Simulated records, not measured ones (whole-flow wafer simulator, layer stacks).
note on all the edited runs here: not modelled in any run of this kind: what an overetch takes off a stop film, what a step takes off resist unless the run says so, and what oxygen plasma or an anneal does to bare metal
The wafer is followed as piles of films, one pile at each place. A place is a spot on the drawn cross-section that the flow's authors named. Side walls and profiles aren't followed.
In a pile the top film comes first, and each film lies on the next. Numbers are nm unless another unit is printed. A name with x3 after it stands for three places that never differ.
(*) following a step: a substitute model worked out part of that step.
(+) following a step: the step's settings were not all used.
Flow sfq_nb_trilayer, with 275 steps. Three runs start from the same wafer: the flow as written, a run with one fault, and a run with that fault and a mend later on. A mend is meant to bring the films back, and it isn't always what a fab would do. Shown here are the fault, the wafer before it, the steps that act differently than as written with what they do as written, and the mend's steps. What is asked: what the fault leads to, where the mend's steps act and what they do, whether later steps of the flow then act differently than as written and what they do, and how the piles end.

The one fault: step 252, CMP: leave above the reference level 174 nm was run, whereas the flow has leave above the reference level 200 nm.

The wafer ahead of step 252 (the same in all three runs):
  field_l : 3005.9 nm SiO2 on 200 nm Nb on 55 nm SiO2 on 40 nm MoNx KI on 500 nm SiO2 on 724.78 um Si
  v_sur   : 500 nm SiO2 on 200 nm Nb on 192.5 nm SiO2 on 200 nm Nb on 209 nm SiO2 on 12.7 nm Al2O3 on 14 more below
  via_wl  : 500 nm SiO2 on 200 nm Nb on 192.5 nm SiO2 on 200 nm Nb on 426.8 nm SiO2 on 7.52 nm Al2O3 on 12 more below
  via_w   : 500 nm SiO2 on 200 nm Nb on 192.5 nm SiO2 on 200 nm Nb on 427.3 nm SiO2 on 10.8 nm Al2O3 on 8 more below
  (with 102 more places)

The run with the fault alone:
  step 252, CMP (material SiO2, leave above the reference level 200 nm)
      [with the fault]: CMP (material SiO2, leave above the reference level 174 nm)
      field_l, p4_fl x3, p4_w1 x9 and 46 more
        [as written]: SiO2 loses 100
        [with the fault]: SiO2 loses 126
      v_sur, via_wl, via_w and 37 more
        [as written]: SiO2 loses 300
        [with the fault]: SiO2 loses 326
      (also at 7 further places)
  Steps later in the flow that act otherwise than as written (not shown: 3 more steps that differ only slightly, by at most 2% or 0.5 nm, whichever is larger):
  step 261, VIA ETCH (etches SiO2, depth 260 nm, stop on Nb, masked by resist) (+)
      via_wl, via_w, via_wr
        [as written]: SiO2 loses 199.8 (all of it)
        [with the fault]: SiO2 loses 173.8 (all of it)
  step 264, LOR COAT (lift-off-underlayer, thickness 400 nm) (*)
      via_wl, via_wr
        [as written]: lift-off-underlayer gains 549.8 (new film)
        [with the fault]: lift-off-underlayer gains 530.3 (new film)
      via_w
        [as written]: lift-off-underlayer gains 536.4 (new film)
        [with the fault]: lift-off-underlayer gains 518.7 (new film)
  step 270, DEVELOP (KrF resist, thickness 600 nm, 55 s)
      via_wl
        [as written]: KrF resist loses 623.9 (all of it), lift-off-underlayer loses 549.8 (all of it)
        [with the fault]: KrF resist loses 620.6 (all of it), lift-off-underlayer loses 530.3 (all of it)
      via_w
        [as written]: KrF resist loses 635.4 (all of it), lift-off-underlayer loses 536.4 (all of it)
        [with the fault]: KrF resist loses 630.7 (all of it), lift-off-underlayer loses 518.7 (all of it)
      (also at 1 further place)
  The piles end different from the flow's at v_sur, via_sp, via_v and 65 more by more than 2% or 0.5 nm, whichever is larger.
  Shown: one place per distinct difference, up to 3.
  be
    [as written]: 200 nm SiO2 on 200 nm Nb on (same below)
    [with the fault]: 174 nm SiO2 on 200 nm Nb on (same below)
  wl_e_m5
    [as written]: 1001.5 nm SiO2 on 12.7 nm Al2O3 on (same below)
    [with the fault]: 975.5 nm SiO2 on 12.7 nm Al2O3 on (same below)
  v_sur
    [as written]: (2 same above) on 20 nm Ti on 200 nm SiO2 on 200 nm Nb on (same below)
    [with the fault]: (2 same above) on 20 nm Ti on 174 nm SiO2 on 200 nm Nb on (same below)

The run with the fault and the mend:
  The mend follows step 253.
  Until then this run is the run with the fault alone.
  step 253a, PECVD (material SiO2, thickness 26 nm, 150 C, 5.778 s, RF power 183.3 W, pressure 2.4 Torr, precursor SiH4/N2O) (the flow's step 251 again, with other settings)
      field_l, v_sur, via_wl and 103 more
        SiO2 gains 26
  Every later step of the flow that is run acts as written at every place that is followed.
  The piles end the same as the flow's at every place that both follow.
